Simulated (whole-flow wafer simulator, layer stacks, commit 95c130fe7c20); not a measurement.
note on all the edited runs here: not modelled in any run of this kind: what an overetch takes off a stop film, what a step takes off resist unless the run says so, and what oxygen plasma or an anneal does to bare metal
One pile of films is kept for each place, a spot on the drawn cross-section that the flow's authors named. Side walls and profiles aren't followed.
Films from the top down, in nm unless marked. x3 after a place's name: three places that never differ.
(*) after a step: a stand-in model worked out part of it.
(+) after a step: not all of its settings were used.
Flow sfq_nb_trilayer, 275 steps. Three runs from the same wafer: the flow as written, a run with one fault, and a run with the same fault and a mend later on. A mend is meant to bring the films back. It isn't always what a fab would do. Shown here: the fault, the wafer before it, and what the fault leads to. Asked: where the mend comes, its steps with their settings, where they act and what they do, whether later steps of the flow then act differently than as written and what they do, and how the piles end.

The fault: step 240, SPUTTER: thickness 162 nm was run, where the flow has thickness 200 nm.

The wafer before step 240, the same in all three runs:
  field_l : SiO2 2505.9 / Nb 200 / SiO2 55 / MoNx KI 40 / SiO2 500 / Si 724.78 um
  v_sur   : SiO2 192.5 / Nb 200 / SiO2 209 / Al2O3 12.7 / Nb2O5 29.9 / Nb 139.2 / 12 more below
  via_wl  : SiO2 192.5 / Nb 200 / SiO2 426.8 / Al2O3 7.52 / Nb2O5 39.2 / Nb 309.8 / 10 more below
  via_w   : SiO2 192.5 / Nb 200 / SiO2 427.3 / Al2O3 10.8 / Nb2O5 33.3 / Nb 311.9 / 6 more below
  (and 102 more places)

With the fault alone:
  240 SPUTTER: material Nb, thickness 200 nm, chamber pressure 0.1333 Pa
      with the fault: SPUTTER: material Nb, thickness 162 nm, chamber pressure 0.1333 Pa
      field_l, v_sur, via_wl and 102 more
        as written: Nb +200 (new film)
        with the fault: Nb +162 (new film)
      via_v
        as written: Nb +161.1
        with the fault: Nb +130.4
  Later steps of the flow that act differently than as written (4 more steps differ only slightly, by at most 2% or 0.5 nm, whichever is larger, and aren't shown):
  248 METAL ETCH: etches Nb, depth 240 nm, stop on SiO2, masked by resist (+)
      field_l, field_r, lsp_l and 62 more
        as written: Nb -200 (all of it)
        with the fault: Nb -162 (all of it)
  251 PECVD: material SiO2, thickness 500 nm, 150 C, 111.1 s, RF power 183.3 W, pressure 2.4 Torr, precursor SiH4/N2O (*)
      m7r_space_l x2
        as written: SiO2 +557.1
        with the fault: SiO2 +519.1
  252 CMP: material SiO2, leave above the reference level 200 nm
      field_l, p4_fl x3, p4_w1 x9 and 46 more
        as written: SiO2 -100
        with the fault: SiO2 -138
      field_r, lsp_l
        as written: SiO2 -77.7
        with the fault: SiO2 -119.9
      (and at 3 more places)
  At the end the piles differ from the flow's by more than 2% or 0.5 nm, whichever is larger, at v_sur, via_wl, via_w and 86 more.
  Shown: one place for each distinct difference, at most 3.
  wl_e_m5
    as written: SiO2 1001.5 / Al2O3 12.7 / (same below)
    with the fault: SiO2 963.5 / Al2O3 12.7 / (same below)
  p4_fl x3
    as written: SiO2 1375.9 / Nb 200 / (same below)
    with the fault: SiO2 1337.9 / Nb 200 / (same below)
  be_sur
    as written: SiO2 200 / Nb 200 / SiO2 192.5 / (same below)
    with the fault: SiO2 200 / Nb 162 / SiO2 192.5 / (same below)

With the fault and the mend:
  The mend comes after step 240.
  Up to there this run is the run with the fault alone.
  240a SPUTTER: material Nb, thickness 38 nm, chamber pressure 0.1333 Pa (the flow's step 240 once more, with other settings)
      field_l, v_sur, via_wl and 102 more
        Nb +38
      via_v
        Nb +27.8
  No later step of the flow acts differently than as written, at any place that is followed, by more than 2% or 0.5 nm, whichever is larger.
  At the end the piles differ from the flow's only slightly at the places that both follow, by at most 2% or 0.5 nm, whichever is larger.
